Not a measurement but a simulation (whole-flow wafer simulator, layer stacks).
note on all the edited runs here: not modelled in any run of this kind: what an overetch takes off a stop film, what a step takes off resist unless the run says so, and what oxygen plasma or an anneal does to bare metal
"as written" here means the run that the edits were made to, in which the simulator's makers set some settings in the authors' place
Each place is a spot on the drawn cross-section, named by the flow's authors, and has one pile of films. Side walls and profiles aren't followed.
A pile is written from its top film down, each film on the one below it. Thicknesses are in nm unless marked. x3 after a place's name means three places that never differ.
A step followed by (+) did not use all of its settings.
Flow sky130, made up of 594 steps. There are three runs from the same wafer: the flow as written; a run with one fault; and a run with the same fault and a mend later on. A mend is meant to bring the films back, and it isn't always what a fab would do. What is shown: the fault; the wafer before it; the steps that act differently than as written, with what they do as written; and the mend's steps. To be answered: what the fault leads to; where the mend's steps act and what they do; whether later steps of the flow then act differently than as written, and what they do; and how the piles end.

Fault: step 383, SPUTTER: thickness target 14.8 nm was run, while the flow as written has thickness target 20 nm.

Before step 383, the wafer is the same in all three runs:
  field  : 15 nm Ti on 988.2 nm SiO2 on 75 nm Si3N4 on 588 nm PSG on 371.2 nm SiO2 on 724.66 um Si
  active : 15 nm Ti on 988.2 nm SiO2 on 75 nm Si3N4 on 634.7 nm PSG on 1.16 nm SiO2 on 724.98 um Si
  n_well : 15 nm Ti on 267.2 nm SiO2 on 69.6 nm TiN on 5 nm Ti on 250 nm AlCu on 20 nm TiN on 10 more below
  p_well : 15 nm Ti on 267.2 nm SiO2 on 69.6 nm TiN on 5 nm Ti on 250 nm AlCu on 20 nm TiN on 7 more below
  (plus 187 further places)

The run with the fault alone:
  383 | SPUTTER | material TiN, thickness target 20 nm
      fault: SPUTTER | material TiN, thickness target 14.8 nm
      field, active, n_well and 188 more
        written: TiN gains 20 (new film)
        fault: TiN gains 14.8 (new film)
  Steps later in the flow that act otherwise than as written (16 other steps are not shown; they differ only slightly, by no more than 2% or 0.5 nm, whichever is larger):
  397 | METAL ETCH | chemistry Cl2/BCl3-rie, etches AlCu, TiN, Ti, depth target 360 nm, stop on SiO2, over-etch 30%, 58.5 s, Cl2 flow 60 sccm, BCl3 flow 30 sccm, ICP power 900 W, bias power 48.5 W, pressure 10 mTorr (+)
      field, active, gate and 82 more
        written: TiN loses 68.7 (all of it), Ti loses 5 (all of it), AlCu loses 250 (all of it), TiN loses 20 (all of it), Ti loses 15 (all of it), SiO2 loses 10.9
        fault: TiN loses 68.7 (all of it), Ti loses 5 (all of it), AlCu loses 250 (all of it), TiN loses 14.8 (all of it), Ti loses 15 (all of it), SiO2 loses 11.5
  The piles end different from the flow's at n_well, p_well, gate_hv and 103 more by more than 2% or 0.5 nm, whichever is larger.
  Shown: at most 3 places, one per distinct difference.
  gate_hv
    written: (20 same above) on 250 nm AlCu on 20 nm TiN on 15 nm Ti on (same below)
    fault: (20 same above) on 250 nm AlCu on 14.8 nm TiN on 15 nm Ti on (same below)
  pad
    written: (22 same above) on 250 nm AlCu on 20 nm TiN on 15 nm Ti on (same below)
    fault: (22 same above) on 250 nm AlCu on 14.8 nm TiN on 15 nm Ti on (same below)
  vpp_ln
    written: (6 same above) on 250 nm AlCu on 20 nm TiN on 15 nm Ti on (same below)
    fault: (6 same above) on 250 nm AlCu on 14.8 nm TiN on 15 nm Ti on (same below)

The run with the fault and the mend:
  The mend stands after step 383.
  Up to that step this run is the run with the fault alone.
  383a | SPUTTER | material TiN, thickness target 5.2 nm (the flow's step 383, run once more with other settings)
      field, active, n_well and 188 more
        TiN gains 5.2
  None of the later steps of the flow acts differently than as written at any place that is followed.
  By the end, the piles equal the flow's at every place that both follow.
